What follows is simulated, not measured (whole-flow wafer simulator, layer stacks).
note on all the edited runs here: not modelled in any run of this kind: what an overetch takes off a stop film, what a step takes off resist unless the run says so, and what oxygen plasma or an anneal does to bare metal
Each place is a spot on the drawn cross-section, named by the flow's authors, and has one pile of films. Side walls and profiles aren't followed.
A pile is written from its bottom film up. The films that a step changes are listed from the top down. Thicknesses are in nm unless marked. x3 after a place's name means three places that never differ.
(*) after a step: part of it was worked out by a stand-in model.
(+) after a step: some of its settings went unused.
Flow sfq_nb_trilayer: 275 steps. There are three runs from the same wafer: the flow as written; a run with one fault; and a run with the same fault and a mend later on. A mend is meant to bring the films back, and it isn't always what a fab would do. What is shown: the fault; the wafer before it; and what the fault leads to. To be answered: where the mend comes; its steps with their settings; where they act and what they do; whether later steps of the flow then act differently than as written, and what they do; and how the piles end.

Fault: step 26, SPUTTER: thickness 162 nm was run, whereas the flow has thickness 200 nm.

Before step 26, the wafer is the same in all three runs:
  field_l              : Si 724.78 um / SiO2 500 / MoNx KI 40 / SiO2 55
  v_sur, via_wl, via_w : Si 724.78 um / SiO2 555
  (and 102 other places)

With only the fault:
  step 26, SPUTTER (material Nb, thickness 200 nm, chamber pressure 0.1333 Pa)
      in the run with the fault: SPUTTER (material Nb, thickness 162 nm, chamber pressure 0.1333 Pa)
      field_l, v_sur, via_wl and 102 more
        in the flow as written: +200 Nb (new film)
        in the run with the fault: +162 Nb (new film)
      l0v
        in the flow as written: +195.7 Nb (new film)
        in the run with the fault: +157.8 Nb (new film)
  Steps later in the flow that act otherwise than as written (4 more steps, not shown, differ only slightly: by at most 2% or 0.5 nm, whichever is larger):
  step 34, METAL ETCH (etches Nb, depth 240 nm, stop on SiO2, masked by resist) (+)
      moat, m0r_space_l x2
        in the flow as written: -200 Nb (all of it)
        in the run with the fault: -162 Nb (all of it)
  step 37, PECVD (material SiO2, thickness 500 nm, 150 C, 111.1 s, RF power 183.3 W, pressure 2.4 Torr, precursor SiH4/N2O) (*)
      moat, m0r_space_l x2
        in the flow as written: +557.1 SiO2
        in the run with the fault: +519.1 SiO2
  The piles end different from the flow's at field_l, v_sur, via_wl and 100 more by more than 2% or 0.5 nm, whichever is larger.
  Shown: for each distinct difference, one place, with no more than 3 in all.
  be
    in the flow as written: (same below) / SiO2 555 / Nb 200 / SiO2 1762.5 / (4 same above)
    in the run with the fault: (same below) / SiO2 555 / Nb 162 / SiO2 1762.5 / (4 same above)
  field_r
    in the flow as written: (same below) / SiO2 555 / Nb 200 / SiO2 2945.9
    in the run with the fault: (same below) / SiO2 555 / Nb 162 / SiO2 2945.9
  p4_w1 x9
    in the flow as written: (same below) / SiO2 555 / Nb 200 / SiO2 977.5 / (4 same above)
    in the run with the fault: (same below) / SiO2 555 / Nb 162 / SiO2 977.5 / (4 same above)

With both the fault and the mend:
  The mend follows step 26.
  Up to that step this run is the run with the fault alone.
  step 26a, SPUTTER (material Nb, thickness 38 nm, chamber pressure 0.1333 Pa) (the flow's step 26 again, with other settings)
      field_l, via_wl, via_w and 100 more
        +38 Nb
      v_sur
        +36.7 Nb
      lsp_r
        +37.4 Nb
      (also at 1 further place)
  Every later step of the flow that is run acts as written, at every place that is followed, to within 2% or 0.5 nm, whichever is larger.
  The piles end only slightly different from the flow's at the places that both follow, by no more than 2% or 0.5 nm, whichever is larger.
